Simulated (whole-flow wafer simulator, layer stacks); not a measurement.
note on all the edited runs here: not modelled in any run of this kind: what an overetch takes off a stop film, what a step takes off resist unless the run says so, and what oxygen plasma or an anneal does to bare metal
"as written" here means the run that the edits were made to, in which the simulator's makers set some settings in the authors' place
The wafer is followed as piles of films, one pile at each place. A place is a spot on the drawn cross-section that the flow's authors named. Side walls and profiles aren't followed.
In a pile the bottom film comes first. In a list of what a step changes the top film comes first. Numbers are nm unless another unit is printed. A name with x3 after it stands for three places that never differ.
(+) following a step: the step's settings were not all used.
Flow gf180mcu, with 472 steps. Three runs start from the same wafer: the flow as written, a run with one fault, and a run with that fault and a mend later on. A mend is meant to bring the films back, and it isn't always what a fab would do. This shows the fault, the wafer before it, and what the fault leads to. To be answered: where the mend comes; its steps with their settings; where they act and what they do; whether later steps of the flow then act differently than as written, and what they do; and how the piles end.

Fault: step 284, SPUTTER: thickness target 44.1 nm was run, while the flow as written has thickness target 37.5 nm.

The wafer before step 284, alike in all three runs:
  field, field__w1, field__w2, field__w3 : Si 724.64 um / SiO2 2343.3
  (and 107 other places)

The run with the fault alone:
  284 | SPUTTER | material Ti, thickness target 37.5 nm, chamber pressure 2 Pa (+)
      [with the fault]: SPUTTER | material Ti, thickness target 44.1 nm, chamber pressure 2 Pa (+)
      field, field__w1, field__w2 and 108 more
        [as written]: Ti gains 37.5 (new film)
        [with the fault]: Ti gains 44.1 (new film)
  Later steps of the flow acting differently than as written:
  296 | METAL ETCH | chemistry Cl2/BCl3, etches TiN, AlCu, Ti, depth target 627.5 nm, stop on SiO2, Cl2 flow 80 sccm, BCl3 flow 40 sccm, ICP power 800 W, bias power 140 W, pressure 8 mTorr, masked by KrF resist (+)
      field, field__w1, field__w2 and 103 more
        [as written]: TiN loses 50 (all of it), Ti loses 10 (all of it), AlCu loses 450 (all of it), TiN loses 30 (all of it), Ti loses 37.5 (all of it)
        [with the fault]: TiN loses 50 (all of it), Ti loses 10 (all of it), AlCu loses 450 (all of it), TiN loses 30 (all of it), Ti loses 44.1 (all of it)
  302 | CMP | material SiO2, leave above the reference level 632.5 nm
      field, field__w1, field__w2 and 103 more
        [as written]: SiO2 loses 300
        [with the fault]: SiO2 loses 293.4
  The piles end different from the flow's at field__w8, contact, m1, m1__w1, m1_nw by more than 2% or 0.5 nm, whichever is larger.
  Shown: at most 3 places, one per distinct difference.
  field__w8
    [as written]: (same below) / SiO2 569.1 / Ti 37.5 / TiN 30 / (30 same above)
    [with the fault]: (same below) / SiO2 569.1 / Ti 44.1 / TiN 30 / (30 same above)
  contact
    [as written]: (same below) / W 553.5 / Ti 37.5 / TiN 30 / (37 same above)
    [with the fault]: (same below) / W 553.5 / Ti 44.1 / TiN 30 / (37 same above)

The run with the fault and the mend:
  The mend stands after step 284.
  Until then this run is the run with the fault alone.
  284a | METAL ETCH | chemistry Cl2/BCl3, etches TiN, AlCu, Ti, depth target 6.6 nm, Cl2 flow 80 sccm, BCl3 flow 40 sccm, ICP power 800 W, bias power 140 W, pressure 8 mTorr (the flow's step 260 again, with other settings)
      field, field__w1, field__w2 and 108 more
        Ti loses 6.6
  Later steps of the flow that are run all act as written at every place that is followed.
  By the end, the piles equal the flow's at every place that both follow.
